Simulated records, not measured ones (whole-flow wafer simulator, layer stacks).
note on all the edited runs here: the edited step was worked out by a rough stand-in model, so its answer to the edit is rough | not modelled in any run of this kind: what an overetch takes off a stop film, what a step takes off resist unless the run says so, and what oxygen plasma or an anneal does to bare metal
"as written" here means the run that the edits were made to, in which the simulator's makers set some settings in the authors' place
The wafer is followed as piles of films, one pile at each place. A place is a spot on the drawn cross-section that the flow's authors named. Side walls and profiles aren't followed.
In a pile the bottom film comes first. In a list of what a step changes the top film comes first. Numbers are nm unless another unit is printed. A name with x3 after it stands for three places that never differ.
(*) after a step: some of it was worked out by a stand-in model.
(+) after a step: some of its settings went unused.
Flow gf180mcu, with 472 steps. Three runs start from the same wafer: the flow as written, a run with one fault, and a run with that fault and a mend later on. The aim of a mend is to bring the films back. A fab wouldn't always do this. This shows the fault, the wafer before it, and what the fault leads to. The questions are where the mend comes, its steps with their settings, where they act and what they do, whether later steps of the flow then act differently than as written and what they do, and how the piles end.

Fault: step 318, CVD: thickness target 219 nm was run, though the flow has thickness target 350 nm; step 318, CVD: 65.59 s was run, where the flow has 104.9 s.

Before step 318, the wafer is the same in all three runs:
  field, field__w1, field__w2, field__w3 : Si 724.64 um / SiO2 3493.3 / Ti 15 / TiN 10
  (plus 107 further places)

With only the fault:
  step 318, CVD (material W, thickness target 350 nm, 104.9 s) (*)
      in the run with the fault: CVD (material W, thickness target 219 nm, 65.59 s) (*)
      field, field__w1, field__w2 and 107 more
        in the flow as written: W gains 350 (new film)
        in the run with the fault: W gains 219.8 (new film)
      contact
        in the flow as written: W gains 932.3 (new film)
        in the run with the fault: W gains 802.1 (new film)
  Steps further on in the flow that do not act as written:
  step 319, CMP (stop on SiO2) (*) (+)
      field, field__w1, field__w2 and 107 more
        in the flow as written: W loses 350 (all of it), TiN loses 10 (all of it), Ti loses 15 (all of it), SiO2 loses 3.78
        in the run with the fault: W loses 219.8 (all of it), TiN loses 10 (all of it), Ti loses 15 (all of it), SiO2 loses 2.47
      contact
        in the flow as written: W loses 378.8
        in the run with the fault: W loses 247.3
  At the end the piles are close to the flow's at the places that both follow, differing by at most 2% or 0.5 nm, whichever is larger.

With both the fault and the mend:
  The mend follows step 318.
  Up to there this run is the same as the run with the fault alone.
  step 318a, CVD (material W, thickness target 131 nm, 39.28 s) (the flow's step 318 again, with other settings)
      field, field__w1, field__w2 and 108 more
        W gains 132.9
  None of the later steps of the flow differs from how it acts as written, at any place that is followed, by more than 2% or 0.5 nm, whichever is larger.
  At the end the piles are close to the flow's at the places that both follow, differing by at most 2% or 0.5 nm, whichever is larger.
